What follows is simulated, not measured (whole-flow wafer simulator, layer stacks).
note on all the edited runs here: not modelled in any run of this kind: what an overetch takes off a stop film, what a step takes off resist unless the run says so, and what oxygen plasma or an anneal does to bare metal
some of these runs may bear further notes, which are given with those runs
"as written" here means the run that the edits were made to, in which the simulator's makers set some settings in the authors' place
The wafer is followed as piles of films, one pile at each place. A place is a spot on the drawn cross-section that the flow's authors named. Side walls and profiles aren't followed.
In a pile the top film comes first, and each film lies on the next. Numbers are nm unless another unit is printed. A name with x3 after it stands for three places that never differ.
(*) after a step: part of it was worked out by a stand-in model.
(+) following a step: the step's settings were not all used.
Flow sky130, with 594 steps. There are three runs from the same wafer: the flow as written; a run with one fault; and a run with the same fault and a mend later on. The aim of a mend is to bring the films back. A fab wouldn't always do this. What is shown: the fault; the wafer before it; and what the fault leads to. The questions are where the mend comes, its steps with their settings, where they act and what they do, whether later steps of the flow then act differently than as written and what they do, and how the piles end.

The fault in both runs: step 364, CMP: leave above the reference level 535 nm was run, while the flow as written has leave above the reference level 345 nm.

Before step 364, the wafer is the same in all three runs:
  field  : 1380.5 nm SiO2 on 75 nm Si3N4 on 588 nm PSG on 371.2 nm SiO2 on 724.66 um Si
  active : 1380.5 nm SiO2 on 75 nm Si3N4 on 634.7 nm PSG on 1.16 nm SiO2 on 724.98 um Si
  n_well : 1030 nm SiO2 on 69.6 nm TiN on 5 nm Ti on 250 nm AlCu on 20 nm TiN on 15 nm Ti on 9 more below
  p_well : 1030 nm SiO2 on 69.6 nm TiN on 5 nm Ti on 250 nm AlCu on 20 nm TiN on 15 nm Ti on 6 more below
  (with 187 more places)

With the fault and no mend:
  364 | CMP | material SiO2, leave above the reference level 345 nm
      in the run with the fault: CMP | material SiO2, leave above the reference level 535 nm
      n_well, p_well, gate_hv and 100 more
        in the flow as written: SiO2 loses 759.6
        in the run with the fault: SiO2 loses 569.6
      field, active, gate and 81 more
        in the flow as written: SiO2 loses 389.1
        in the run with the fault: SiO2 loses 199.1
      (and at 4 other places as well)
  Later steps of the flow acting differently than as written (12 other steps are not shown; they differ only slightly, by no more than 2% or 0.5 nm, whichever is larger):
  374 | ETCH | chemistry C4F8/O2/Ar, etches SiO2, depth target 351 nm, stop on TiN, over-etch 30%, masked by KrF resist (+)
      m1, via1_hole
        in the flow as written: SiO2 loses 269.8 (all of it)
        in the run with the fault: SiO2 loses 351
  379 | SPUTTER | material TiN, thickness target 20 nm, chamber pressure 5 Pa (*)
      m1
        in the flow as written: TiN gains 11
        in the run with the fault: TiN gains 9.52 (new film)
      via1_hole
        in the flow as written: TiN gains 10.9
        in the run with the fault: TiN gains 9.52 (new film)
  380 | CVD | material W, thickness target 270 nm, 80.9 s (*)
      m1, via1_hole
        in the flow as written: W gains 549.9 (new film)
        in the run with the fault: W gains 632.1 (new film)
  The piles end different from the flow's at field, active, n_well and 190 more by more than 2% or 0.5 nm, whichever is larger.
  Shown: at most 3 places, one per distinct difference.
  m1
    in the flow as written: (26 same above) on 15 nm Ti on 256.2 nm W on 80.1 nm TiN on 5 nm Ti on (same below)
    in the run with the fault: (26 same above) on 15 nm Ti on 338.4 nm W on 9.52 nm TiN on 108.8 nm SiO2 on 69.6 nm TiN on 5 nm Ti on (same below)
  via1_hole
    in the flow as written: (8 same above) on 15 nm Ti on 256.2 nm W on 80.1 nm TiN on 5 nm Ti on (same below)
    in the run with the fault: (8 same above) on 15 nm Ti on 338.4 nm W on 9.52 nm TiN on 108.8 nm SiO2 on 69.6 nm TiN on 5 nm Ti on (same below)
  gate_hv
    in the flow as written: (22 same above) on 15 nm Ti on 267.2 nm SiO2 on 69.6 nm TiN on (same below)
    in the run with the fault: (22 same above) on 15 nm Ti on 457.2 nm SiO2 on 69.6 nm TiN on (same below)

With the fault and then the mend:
  After step 364 comes the mend.
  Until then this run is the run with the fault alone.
  364a | CMP | material SiO2, leave above the reference level 345 nm (the flow's step 364 again)
      field, active, n_well and 188 more
        SiO2 loses 190
  Later steps of the flow that are run all act as written at every place that is followed.
  By the end, the piles equal the flow's at every place that both follow.
